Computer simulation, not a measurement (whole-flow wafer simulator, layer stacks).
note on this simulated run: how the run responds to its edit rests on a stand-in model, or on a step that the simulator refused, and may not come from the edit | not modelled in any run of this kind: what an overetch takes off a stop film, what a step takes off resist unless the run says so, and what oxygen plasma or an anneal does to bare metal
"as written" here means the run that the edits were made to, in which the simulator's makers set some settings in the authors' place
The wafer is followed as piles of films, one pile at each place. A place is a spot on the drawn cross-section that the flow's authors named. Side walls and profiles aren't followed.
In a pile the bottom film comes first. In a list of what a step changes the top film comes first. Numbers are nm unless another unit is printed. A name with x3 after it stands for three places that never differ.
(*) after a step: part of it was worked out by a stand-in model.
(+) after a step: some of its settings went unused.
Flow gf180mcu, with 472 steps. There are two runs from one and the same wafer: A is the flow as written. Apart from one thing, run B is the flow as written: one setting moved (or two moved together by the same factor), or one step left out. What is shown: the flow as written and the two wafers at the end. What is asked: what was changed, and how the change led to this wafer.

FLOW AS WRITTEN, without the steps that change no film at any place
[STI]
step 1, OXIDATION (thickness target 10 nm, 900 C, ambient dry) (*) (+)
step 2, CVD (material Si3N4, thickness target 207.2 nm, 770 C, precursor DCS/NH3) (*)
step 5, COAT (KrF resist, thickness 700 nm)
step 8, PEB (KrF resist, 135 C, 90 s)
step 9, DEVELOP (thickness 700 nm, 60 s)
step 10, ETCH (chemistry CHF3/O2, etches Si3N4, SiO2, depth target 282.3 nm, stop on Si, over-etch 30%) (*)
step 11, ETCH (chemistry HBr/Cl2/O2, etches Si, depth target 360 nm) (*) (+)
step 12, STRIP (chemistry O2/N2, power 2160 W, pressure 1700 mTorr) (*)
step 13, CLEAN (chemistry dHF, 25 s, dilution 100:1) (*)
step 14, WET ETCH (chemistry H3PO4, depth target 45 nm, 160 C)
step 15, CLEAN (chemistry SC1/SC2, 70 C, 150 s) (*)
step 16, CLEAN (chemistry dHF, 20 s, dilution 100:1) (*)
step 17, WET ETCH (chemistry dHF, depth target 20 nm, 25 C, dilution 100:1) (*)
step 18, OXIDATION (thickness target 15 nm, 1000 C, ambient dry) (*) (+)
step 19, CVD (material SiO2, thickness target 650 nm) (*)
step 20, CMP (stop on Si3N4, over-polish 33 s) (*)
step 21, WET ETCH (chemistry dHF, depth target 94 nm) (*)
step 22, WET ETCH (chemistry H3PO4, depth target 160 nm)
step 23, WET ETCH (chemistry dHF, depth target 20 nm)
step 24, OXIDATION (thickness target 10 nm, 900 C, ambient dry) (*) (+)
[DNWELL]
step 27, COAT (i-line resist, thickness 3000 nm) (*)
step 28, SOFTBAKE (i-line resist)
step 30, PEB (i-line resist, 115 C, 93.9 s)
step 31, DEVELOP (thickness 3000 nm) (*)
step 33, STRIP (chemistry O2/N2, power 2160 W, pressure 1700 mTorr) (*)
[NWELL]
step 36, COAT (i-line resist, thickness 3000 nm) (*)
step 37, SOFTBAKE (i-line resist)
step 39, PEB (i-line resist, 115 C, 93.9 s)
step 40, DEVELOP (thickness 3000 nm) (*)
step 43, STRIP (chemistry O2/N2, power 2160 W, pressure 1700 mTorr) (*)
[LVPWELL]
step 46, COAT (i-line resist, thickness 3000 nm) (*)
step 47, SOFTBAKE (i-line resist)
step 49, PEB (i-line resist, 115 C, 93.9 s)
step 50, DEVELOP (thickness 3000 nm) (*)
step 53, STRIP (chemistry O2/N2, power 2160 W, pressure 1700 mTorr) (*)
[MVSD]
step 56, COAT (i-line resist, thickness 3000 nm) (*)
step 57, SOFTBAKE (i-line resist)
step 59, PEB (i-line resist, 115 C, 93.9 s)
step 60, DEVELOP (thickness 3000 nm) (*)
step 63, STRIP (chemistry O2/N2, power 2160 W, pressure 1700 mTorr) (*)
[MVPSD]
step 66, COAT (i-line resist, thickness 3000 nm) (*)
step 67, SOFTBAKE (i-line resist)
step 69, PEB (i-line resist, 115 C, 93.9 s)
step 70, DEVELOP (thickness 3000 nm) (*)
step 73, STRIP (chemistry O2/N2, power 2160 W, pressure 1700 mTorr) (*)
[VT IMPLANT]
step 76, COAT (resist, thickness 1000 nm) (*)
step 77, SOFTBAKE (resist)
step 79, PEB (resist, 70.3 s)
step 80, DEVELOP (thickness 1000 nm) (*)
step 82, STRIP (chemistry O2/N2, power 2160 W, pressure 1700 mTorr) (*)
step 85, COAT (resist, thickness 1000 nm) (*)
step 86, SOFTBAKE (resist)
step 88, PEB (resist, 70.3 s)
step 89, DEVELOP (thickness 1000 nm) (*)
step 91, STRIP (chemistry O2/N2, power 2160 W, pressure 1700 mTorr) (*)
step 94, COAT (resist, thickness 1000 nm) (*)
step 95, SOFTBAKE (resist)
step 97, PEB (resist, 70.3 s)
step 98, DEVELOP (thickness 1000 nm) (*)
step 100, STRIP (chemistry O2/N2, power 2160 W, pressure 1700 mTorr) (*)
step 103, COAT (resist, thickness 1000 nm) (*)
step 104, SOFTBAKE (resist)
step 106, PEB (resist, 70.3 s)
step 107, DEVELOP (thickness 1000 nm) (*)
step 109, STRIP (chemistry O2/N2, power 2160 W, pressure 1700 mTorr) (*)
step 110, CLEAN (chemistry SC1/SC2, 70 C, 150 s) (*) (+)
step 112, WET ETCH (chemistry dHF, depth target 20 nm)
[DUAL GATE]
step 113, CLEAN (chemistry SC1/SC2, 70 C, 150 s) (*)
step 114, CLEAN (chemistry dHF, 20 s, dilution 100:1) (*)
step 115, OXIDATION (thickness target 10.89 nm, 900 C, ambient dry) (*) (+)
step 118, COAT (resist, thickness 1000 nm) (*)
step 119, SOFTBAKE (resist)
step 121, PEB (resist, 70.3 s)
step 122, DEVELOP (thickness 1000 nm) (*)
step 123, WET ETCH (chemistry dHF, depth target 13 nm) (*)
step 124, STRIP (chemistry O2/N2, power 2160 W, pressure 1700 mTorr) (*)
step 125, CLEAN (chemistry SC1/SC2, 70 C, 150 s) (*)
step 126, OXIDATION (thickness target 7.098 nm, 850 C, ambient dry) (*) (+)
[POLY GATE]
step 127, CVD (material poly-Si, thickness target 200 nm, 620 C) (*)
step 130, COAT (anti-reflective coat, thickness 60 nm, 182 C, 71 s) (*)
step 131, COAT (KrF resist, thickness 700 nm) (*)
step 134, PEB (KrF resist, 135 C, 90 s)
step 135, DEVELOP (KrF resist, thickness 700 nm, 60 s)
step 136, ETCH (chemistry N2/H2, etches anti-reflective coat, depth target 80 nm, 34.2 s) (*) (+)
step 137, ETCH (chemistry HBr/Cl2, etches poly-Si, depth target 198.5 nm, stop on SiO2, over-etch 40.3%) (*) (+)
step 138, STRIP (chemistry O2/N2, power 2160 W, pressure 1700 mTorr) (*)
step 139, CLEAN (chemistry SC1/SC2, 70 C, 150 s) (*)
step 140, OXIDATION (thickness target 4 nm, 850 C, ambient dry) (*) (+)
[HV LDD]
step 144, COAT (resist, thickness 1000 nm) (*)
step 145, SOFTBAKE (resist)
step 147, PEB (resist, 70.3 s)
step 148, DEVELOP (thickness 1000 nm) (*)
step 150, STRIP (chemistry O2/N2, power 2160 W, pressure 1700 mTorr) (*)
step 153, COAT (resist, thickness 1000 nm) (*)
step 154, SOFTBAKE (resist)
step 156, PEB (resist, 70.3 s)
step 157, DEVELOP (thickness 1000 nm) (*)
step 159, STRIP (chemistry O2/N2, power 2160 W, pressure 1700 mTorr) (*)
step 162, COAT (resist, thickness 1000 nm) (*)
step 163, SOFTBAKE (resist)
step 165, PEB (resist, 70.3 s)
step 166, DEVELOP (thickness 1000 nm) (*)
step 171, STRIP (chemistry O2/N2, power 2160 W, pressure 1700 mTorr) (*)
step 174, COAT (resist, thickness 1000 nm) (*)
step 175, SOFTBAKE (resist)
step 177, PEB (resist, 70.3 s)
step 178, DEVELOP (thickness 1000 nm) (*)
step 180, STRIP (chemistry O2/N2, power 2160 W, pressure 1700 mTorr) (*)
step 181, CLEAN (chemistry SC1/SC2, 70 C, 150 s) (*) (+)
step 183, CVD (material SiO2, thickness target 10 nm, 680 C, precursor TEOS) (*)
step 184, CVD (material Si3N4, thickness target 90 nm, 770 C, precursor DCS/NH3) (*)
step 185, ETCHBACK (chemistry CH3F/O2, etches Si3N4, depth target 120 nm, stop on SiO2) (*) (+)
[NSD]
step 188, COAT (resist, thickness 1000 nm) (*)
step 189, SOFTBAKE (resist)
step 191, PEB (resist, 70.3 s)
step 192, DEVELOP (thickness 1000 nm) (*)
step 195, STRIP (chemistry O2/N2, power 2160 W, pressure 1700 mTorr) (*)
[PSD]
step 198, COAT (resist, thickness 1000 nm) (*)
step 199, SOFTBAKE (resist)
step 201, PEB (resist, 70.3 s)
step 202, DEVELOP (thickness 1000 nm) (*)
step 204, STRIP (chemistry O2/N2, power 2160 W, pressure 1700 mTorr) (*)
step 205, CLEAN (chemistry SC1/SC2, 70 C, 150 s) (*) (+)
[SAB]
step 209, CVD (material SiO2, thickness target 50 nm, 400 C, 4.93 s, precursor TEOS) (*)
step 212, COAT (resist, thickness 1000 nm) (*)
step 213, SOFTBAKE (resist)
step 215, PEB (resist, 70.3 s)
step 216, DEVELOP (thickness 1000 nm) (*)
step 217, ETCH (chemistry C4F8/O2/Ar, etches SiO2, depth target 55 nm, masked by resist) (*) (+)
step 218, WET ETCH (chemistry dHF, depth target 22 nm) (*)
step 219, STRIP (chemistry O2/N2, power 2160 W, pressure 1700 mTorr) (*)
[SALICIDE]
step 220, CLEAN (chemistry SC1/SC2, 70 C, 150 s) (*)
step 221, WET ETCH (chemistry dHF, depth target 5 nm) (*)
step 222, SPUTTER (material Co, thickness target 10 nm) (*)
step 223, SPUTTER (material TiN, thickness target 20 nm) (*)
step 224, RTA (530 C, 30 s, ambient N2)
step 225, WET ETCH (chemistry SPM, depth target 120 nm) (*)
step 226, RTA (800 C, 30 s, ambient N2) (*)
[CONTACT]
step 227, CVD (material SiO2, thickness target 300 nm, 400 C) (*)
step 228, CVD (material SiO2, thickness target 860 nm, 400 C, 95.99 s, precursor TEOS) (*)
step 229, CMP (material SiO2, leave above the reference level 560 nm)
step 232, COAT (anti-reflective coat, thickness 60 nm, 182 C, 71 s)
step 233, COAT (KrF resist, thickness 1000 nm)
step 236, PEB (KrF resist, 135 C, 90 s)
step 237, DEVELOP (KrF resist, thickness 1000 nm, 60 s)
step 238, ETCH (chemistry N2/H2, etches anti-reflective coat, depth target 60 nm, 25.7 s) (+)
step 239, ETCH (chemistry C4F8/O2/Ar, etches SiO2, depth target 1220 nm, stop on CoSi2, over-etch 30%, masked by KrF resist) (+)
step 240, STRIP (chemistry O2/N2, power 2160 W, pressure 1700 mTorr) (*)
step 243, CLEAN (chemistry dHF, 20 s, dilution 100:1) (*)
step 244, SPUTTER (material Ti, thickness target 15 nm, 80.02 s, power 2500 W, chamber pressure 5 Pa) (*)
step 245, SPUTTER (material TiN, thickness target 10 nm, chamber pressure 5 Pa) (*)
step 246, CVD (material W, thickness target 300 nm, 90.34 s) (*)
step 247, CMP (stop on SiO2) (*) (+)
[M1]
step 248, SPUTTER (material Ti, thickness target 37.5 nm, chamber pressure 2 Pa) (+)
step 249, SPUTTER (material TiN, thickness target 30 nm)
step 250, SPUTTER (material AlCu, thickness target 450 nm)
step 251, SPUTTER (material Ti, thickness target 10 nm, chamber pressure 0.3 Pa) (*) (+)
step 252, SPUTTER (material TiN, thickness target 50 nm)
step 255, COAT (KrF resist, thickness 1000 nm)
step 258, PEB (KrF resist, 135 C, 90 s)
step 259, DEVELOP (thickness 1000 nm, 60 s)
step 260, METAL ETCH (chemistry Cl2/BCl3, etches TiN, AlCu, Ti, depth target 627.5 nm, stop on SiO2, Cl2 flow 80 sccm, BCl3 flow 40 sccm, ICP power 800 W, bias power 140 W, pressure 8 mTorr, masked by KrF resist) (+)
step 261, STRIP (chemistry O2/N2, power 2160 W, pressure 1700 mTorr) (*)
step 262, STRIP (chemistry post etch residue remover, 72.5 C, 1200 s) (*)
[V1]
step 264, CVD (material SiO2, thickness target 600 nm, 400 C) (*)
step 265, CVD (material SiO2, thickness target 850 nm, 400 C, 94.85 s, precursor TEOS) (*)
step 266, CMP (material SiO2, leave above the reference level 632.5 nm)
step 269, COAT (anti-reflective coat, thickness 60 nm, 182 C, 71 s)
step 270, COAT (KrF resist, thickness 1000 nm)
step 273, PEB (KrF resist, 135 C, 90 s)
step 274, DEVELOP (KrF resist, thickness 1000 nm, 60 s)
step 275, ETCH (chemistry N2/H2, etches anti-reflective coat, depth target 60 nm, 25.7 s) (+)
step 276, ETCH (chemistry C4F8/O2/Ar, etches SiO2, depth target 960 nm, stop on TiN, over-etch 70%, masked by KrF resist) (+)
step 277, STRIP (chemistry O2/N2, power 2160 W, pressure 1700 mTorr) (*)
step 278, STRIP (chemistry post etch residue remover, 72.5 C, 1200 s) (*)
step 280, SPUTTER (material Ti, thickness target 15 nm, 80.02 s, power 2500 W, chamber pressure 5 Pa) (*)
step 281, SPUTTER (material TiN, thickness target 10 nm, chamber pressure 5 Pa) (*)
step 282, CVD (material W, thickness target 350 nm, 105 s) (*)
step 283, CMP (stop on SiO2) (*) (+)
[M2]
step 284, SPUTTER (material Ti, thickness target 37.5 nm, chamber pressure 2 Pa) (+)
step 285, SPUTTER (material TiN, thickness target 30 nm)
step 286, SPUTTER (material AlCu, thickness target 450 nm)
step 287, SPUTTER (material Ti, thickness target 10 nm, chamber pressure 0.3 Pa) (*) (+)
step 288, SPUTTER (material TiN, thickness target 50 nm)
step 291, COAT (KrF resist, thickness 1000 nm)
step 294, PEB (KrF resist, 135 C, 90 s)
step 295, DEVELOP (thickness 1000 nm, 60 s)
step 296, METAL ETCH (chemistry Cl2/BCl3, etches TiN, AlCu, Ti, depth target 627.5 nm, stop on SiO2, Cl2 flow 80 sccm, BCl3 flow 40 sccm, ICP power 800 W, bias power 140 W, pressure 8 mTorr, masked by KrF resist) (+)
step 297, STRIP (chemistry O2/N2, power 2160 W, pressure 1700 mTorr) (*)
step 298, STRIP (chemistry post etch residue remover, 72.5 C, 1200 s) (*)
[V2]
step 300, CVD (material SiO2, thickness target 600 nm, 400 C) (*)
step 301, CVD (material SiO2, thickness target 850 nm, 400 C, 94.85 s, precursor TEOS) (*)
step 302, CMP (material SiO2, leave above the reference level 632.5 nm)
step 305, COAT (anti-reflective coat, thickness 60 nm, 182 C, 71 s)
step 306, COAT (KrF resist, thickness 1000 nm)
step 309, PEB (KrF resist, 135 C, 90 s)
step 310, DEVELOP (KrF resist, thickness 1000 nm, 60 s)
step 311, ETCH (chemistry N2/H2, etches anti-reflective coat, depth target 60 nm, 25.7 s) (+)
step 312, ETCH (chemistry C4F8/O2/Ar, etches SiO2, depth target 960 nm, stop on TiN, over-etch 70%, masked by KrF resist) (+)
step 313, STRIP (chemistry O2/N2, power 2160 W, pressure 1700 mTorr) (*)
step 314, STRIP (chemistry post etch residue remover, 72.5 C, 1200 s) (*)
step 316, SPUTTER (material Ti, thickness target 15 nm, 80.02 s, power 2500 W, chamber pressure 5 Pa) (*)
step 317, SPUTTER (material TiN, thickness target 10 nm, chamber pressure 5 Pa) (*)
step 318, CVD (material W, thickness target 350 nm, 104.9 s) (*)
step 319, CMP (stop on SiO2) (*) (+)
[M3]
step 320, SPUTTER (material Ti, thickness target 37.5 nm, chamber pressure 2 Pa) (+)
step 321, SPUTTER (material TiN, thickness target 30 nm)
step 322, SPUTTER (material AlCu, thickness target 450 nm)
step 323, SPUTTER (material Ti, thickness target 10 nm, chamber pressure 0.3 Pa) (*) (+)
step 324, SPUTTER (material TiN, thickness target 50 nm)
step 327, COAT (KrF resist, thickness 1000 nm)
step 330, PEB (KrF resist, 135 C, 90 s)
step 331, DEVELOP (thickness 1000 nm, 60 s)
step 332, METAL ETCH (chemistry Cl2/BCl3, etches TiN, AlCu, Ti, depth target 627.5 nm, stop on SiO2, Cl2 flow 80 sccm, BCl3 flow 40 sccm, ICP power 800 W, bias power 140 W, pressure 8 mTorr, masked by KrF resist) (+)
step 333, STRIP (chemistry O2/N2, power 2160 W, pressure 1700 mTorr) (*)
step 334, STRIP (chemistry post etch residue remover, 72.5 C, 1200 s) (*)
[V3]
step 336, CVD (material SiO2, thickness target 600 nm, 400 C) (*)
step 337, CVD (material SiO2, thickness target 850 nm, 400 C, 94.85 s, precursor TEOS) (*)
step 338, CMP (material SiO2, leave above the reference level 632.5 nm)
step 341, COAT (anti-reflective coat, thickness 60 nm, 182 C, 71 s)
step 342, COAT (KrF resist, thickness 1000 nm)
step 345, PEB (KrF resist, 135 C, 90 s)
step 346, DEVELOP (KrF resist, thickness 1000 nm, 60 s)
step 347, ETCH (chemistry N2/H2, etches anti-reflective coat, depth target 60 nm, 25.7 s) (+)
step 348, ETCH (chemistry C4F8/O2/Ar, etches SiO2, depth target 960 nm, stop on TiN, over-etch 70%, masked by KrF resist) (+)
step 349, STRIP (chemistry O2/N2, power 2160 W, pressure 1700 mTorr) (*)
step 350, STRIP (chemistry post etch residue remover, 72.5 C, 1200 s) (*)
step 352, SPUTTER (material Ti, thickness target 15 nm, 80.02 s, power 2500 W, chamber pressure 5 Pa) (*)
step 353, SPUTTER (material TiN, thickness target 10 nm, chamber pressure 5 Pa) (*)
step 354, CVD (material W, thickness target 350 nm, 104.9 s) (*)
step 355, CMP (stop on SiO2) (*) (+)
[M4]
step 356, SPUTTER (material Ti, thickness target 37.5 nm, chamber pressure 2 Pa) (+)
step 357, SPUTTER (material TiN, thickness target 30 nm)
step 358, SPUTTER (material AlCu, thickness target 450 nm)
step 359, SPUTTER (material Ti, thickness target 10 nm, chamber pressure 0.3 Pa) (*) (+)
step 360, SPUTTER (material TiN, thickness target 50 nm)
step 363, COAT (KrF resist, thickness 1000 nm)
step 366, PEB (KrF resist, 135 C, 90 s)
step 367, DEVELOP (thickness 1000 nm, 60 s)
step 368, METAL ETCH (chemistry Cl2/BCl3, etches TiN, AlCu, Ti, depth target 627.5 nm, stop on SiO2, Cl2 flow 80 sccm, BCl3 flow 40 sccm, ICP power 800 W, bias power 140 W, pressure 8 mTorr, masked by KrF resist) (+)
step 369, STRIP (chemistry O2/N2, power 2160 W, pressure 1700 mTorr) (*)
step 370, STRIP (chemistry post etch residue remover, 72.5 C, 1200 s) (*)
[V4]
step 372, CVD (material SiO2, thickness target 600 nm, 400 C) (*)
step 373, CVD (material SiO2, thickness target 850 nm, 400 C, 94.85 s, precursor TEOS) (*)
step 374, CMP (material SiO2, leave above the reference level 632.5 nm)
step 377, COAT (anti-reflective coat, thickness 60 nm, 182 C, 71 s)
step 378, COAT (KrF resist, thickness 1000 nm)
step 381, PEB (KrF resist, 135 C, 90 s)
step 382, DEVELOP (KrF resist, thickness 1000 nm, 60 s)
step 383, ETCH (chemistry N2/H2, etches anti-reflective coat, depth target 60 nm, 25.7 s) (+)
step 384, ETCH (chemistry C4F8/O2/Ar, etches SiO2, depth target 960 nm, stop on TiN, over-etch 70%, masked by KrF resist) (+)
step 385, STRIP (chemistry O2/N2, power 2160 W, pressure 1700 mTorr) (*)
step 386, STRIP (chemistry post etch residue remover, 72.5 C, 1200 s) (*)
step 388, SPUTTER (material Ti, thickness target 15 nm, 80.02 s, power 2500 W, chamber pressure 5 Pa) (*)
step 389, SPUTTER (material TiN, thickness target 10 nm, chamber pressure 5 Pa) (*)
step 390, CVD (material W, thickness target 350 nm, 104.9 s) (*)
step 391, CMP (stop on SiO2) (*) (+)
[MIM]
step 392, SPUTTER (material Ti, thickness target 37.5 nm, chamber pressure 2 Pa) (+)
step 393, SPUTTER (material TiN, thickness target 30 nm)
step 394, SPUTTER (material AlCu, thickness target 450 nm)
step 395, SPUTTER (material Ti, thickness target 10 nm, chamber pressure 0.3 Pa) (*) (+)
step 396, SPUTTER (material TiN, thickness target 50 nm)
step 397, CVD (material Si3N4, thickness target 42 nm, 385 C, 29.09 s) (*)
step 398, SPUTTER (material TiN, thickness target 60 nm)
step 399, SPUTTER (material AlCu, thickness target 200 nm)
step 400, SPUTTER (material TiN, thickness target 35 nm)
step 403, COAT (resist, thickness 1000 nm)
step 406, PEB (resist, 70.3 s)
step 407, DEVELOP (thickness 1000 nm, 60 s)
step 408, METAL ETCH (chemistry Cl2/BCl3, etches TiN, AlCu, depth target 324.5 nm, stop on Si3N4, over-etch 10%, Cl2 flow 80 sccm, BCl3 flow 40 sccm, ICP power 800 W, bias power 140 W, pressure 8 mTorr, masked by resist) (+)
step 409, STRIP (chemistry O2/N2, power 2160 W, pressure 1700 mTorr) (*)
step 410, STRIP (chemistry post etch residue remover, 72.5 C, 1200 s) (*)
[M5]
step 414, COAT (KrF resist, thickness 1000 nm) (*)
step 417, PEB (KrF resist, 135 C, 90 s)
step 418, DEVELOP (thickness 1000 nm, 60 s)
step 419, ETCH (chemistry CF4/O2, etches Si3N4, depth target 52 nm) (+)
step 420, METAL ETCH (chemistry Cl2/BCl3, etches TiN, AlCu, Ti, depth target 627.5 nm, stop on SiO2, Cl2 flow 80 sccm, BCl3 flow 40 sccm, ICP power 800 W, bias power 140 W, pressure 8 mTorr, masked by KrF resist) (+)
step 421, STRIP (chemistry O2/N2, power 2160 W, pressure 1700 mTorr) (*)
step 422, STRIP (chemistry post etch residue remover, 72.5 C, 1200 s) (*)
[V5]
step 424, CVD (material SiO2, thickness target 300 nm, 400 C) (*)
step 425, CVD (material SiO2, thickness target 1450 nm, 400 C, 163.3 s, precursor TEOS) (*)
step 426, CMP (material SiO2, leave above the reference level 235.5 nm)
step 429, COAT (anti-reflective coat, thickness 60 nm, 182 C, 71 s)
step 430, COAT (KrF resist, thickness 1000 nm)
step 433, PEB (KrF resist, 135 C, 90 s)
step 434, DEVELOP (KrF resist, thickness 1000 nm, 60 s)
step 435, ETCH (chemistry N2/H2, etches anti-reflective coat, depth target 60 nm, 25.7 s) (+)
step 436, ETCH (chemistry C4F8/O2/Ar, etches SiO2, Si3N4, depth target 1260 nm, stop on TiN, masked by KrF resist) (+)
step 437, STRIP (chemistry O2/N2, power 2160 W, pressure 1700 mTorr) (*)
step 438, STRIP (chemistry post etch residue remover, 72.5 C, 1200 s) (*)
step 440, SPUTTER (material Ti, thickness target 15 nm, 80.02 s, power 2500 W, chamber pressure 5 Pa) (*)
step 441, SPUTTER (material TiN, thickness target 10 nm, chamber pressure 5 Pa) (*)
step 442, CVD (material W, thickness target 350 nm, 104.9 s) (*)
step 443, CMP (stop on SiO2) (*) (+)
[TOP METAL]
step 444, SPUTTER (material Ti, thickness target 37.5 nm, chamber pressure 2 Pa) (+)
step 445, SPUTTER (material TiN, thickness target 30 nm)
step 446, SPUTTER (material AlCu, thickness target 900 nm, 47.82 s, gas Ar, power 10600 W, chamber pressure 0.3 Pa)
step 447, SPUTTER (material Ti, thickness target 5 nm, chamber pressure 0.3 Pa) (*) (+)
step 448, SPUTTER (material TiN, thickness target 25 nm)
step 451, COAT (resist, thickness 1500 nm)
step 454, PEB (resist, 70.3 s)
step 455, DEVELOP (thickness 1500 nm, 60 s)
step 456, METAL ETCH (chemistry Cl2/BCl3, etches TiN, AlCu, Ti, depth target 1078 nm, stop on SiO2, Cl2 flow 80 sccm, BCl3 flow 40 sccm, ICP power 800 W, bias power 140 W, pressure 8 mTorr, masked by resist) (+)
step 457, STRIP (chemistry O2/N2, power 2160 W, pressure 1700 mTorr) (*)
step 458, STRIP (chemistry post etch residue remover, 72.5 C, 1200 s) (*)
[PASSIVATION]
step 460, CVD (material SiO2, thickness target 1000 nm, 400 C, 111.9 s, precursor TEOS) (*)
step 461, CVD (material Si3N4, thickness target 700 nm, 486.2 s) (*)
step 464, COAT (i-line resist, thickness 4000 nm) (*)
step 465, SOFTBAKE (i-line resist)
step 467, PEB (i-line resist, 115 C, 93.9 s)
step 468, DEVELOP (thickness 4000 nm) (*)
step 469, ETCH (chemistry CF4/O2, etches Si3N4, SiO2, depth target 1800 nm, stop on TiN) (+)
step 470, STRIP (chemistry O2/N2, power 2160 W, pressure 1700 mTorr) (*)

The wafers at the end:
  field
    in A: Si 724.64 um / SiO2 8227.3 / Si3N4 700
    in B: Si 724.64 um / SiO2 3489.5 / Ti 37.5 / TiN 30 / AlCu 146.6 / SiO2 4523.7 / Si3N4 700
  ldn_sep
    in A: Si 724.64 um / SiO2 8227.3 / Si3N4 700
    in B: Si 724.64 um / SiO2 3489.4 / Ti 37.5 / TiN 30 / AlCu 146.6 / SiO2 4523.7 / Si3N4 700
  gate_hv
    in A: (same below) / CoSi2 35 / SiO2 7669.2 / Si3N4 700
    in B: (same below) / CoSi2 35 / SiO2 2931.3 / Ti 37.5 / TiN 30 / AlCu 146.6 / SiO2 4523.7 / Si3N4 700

Cause: step 332, METAL ETCH: depth target 357.7 nm was run, though the flow has depth target 627.5 nm.

How this came from the change, step by step:
  step 332, METAL ETCH (chemistry Cl2/BCl3, etches TiN, AlCu, Ti, depth target 627.5 nm, stop on SiO2, Cl2 flow 80 sccm, BCl3 flow 40 sccm, ICP power 800 W, bias power 140 W, pressure 8 mTorr, masked by KrF resist) (+)
      field, field__w1, field__w2 and 103 more: A -50 TiN (all of it), -10 Ti (all of it), -450 AlCu (all of it), -30 TiN (all of it), -37.5 Ti (all of it) | B -50 TiN (all of it), -10 Ti (all of it), -297.7 AlCu
      field__w8, contact, m1, m1__w1, m1_nw: A -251 KrF resist | B -143.1 KrF resist
  step 333, STRIP (chemistry O2/N2, power 2160 W, pressure 1700 mTorr) (*)
      field__w8, contact, m1, m1__w1, m1_nw: A -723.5 KrF resist (all of it) | B -831.4 KrF resist (all of it)
  step 334, STRIP (chemistry post etch residue remover, 72.5 C, 1200 s) (*)
      field, field__w1, field__w2 and 103 more: A nothing | B -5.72 AlCu
  step 336, CVD (material SiO2, thickness target 600 nm, 400 C) (*)
      field, field__w1, field__w2 and 103 more: A +600 SiO2 | B +600 SiO2 (new film)
  step 338, CMP (material SiO2, leave above the reference level 632.5 nm)
      field, field__w1, field__w2 and 103 more: A -300 SiO2 | B -514.1 SiO2
Taking metal films that touch as one body, field has 1 body; the flow as written gives 0 bodies.
Taking metal films that touch as one body, ldn_sep has 1 body; the flow as written gives 0 bodies.
Taking metal films that touch as one body, gate_hv has 2 bodies (between them, from the top down: SiO2 2931.3); the flow as written gives 1 body.
